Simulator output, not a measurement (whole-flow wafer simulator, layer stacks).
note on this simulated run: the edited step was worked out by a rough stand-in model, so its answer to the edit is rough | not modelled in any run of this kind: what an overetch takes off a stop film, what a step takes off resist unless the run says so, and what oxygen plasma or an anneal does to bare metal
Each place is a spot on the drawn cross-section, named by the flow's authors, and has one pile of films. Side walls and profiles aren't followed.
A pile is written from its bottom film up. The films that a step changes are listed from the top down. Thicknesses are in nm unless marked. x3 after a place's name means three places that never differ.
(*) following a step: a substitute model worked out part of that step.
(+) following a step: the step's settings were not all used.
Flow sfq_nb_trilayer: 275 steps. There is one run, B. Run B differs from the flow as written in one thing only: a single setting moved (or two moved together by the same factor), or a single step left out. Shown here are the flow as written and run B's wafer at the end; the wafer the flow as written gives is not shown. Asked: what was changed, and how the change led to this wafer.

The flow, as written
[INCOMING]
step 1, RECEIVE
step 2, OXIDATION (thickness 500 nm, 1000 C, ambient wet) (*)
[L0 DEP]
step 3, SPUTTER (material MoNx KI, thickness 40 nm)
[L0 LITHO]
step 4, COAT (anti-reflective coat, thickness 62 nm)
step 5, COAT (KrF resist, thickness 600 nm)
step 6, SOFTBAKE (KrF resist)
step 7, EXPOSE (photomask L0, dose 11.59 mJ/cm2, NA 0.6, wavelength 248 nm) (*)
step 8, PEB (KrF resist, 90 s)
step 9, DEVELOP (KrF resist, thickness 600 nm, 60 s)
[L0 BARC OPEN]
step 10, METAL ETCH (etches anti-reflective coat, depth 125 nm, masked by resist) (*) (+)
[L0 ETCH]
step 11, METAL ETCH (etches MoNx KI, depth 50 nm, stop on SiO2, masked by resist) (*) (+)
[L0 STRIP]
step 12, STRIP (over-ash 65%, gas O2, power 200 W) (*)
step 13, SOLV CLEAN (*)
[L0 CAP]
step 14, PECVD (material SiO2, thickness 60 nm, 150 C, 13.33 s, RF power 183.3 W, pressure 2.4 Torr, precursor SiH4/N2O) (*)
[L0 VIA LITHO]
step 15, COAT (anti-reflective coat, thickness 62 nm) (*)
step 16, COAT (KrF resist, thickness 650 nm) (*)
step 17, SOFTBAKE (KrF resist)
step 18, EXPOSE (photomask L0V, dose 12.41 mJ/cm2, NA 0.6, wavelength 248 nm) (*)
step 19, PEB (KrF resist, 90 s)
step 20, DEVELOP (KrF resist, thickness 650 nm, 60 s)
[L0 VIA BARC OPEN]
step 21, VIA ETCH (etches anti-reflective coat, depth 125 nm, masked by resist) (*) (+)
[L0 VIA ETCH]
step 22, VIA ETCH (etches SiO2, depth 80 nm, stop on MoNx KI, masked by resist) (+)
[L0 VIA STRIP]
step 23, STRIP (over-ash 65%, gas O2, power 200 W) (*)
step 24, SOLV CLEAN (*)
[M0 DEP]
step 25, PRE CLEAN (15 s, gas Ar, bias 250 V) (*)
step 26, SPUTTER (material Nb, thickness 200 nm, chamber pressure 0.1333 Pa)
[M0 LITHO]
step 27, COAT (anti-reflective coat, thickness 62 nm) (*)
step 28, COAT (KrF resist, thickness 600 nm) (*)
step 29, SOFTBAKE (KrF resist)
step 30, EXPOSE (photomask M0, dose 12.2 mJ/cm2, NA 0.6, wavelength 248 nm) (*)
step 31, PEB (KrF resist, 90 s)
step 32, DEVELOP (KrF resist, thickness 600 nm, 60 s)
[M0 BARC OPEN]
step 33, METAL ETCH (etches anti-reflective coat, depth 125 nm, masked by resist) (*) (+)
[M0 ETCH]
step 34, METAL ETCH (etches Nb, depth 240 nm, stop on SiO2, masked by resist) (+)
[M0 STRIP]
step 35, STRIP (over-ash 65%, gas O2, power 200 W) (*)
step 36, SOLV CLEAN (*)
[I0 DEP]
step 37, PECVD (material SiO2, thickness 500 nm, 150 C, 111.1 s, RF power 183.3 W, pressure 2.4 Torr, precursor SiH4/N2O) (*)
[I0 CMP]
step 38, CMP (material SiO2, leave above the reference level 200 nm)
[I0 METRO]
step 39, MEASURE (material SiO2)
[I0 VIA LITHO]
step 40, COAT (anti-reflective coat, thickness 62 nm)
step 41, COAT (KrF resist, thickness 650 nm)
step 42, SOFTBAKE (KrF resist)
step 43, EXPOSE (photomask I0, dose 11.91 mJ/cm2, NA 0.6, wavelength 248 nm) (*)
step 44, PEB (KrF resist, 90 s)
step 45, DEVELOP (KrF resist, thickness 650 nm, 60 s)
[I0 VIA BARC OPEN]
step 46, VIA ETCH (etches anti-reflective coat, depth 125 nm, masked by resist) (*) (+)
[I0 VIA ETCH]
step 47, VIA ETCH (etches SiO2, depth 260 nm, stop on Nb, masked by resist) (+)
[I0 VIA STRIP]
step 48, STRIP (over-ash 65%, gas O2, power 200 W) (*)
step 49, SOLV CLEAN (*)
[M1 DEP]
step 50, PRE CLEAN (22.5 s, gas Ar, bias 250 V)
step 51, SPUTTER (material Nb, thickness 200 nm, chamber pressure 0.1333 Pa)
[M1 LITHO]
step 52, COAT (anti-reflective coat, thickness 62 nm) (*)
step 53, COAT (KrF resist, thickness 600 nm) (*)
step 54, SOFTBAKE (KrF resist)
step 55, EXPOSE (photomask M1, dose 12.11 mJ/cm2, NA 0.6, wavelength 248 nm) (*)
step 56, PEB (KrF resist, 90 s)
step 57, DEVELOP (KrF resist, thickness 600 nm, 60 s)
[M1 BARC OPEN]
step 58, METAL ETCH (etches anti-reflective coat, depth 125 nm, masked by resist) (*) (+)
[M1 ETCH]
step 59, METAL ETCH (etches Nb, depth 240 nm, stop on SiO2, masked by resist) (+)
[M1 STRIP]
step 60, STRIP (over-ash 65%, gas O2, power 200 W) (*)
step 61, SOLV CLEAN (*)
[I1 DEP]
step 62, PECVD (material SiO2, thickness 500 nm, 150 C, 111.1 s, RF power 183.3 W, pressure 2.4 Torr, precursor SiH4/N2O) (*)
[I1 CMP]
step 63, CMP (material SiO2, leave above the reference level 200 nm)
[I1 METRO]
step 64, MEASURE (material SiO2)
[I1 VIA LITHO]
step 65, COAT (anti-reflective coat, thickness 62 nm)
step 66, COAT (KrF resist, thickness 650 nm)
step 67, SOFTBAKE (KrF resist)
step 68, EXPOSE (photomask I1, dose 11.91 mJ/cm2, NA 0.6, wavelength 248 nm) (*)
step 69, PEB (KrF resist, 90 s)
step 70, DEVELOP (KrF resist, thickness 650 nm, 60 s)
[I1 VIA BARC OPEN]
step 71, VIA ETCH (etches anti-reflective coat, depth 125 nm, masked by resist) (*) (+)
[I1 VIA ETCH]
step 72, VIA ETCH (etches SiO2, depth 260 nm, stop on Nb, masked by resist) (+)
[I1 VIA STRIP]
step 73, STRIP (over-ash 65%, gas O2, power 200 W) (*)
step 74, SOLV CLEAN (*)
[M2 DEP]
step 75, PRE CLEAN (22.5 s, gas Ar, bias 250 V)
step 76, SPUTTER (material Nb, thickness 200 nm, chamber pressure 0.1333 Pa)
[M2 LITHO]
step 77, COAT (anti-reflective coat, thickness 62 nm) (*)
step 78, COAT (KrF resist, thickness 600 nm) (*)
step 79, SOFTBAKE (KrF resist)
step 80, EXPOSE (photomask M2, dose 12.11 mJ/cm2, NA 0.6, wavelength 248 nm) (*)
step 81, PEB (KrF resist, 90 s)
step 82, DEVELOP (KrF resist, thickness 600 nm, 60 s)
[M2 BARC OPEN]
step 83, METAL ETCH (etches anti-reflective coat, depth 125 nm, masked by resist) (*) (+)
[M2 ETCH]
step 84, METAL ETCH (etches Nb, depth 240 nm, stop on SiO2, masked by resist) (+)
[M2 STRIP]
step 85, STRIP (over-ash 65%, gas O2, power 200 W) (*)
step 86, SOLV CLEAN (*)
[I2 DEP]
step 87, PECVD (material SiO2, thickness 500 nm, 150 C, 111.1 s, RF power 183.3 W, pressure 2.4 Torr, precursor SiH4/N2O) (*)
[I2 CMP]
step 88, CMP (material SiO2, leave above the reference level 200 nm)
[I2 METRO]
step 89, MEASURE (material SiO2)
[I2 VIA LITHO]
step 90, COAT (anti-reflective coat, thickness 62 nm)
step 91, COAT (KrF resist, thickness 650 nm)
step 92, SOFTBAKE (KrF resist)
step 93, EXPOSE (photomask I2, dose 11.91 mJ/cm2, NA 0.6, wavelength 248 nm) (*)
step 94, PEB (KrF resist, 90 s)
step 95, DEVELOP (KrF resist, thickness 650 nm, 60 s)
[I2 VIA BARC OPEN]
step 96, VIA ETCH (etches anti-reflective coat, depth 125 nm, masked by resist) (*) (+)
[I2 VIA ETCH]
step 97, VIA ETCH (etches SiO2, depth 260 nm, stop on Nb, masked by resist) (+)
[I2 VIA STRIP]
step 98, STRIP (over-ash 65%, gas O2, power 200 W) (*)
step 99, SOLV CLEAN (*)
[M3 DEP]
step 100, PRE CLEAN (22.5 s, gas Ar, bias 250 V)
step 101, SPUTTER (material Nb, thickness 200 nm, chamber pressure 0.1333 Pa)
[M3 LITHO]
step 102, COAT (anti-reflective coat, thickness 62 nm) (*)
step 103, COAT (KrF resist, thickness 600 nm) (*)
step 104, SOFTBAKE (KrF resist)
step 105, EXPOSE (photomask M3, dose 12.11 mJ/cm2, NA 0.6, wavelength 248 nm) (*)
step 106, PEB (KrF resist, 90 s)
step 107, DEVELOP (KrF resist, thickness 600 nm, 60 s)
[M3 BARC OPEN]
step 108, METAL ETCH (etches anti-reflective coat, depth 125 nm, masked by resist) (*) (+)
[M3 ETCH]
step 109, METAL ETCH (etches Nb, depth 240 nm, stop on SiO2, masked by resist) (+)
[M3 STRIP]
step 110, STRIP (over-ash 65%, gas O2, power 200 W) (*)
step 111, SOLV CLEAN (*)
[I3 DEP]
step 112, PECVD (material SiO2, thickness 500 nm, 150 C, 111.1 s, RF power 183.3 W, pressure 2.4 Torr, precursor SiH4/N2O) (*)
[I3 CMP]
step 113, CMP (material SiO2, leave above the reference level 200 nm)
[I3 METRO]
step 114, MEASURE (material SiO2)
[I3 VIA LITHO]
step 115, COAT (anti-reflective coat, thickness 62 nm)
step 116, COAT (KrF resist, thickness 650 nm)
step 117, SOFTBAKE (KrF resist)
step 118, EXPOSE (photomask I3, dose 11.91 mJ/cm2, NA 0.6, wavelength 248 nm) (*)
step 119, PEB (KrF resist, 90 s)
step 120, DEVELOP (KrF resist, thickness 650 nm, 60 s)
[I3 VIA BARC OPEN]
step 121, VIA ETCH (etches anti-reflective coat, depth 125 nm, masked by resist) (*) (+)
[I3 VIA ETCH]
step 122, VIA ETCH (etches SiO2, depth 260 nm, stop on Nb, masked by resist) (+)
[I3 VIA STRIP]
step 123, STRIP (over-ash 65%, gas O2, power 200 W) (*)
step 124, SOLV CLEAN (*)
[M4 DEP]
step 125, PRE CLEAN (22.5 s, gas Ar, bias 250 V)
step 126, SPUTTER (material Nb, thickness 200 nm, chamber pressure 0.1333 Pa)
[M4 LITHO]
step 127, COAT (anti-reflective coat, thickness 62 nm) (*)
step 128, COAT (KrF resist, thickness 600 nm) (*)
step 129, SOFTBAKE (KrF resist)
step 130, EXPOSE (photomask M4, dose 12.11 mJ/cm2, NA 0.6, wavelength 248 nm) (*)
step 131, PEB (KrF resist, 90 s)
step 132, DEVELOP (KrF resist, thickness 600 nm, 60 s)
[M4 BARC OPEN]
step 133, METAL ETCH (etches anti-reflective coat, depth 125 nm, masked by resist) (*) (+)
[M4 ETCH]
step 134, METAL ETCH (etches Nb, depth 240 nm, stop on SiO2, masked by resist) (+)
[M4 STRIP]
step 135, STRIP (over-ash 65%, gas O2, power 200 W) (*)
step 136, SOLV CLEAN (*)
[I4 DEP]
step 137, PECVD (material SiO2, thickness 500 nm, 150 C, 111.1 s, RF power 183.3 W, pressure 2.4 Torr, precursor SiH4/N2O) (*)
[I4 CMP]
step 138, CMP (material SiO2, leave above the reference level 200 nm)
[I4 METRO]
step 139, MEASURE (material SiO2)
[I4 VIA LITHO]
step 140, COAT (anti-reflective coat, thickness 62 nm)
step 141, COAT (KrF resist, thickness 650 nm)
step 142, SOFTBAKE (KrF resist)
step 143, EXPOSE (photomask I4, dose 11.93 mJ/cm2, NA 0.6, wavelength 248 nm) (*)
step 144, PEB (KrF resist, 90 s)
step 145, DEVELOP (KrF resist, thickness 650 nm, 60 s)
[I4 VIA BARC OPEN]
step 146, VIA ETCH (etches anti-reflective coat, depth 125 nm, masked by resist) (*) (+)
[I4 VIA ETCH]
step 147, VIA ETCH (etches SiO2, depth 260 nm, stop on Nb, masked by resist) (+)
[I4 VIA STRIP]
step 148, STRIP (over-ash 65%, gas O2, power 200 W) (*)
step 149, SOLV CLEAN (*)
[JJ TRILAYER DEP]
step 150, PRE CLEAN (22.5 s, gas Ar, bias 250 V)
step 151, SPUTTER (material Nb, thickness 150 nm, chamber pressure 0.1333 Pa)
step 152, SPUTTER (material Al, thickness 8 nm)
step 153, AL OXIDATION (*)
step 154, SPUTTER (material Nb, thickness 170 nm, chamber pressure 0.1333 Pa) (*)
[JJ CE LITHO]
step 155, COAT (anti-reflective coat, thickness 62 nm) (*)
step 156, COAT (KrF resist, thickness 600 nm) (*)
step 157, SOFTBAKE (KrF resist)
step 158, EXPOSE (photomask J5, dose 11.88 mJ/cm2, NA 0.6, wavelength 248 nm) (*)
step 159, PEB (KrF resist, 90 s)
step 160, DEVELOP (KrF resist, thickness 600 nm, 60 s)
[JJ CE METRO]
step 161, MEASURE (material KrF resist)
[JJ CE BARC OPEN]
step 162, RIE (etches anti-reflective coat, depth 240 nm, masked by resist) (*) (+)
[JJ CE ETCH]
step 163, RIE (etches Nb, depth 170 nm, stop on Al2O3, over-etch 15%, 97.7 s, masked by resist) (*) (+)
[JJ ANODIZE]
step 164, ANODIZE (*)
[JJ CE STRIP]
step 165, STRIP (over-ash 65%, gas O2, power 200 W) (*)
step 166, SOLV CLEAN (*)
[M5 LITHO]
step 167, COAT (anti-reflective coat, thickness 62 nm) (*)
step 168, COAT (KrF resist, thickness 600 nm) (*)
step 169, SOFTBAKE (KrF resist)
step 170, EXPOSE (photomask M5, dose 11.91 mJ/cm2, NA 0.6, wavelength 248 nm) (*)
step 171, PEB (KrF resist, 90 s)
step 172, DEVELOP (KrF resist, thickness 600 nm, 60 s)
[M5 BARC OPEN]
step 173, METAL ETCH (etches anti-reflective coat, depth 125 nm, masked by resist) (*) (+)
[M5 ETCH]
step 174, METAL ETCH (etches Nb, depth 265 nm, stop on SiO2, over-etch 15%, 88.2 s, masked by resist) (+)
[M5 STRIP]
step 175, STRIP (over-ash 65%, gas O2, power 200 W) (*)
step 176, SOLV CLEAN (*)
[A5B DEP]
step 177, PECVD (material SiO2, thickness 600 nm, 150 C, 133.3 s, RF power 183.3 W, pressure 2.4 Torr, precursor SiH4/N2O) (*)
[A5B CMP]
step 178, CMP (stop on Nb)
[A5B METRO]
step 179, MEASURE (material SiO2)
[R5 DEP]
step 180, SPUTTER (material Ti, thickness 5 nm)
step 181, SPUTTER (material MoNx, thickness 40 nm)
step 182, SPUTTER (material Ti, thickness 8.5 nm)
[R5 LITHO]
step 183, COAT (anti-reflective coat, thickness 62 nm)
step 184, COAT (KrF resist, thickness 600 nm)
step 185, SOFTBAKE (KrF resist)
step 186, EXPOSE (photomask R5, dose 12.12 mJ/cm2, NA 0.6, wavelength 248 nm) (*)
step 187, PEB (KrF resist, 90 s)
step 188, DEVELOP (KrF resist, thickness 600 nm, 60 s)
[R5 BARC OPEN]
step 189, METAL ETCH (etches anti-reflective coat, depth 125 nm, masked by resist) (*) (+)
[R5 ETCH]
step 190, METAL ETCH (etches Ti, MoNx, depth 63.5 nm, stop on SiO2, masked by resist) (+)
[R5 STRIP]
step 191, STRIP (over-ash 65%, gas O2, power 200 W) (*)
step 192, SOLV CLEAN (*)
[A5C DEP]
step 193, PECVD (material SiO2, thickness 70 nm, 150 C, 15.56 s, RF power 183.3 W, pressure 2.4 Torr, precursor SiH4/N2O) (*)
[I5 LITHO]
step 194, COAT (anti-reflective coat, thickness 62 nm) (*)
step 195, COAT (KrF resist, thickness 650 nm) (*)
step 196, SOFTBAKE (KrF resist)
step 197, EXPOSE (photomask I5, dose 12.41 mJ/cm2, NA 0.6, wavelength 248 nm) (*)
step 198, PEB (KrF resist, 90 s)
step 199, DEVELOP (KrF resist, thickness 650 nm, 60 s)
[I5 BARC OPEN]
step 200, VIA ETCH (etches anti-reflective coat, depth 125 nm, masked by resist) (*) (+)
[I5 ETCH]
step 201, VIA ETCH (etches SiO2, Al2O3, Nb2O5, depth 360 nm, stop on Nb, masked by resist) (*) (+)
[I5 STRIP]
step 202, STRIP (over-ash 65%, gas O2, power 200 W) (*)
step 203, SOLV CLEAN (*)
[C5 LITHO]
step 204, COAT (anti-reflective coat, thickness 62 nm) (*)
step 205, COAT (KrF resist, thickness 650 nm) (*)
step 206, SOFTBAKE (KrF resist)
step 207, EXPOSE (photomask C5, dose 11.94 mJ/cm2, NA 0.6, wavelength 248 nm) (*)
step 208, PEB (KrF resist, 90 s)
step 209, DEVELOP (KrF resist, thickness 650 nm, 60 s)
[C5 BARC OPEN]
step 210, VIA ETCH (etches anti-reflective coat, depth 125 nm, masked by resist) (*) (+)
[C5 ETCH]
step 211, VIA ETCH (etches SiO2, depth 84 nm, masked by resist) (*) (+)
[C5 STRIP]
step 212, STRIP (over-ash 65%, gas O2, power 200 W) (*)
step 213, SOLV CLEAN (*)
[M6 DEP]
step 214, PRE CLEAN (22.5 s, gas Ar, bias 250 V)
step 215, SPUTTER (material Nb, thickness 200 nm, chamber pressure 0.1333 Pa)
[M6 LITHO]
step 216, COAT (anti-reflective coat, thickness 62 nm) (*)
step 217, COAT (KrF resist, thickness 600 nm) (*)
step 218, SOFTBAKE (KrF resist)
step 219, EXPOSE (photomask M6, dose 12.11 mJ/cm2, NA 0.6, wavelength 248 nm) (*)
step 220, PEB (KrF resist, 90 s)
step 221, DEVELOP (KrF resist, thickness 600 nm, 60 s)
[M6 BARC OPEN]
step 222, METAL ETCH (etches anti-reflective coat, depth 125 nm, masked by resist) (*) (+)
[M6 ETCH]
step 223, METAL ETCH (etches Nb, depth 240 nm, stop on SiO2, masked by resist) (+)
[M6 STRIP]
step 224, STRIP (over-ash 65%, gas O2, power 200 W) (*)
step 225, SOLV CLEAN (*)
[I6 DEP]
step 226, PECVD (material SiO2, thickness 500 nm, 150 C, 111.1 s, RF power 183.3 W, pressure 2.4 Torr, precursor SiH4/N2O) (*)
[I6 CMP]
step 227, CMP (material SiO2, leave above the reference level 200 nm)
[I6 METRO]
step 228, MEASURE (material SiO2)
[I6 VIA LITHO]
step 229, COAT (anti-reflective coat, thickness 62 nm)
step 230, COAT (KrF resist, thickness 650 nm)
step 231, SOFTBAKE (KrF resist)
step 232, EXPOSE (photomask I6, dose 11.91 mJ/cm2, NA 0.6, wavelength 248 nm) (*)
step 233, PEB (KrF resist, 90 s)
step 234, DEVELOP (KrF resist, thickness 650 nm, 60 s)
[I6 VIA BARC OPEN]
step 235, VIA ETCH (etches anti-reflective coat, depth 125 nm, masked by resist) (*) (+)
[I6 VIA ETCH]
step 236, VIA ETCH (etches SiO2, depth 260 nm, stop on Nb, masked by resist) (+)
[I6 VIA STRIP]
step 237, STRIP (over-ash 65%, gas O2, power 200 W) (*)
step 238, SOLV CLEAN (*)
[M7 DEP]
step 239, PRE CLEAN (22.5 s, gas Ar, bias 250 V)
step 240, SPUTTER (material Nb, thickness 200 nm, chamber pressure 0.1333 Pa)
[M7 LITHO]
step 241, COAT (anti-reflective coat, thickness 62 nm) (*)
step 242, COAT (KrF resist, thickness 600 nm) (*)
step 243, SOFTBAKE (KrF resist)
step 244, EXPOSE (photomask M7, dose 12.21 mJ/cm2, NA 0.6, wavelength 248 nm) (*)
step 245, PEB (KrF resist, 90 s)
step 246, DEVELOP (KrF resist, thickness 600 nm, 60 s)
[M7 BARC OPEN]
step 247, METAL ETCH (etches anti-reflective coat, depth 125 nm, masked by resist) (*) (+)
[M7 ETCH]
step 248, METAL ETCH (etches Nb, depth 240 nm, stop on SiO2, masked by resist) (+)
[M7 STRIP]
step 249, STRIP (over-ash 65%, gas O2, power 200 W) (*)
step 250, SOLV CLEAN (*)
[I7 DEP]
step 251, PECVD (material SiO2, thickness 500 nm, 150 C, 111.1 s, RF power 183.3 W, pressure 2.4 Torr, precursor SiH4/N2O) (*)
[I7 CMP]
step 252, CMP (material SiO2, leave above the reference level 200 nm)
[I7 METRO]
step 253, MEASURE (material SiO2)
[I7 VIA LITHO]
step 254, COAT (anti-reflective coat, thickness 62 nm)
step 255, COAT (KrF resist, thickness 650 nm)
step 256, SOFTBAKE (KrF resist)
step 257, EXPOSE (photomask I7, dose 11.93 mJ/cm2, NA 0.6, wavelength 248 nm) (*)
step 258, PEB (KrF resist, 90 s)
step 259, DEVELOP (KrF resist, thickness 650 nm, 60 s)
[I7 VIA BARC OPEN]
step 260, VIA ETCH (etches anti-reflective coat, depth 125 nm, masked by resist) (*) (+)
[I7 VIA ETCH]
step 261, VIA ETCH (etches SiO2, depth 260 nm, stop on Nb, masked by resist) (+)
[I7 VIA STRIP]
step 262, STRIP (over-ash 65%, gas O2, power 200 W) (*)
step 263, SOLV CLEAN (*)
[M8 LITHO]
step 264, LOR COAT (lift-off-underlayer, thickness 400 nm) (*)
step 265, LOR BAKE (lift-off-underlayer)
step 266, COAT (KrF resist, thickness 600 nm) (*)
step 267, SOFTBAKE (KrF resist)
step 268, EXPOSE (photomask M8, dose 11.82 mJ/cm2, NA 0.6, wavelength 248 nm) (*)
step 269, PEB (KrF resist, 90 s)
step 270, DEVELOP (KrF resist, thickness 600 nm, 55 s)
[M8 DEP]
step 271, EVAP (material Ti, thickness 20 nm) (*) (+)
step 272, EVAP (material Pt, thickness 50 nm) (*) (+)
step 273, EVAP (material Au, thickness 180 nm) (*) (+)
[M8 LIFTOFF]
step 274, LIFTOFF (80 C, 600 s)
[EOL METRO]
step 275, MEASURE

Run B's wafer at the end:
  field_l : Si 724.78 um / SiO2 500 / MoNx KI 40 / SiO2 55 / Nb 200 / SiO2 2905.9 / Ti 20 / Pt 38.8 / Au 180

The reason: step 272, EVAP: thickness 38.8 nm was run, though the flow has thickness 50 nm.
One can read it off the wafer: field_l has Pt 38.8, and step 272 as written asks for 50 nm.

Step by step, how the change led to this:
  step 272, EVAP (material Pt, thickness 50 nm) (*) (+)
      field_l, v_sur, via_wl and 103 more: Pt gains 38.8 (new film) (as written it would have been: Pt gains 50 (new film))
  step 274, LIFTOFF (80 C, 600 s)
      p4_fl, p4_fm, p4_w1 and 71 more: Au loses 180 (all of it), Pt loses 38.8 (all of it), Ti loses 20 (all of it), KrF resist loses 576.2 (all of it), lift-off-underlayer loses 400 (all of it) (as written it would have been: Au loses 180 (all of it), Pt loses 50 (all of it), Ti loses 20 (all of it), KrF resist loses 576.2 (all of it), lift-off-underlayer loses 400 (all of it))
      c5j, ce_r: Au loses 180 (all of it), Pt loses 38.8 (all of it), Ti loses 20 (all of it), KrF resist loses 573.3 (all of it), lift-off-underlayer loses 399.3 (all of it) (as written it would have been: Au loses 180 (all of it), Pt loses 50 (all of it), Ti loses 20 (all of it), KrF resist loses 573.3 (all of it), lift-off-underlayer loses 399.3 (all of it))
      (as well as at 19 more places)
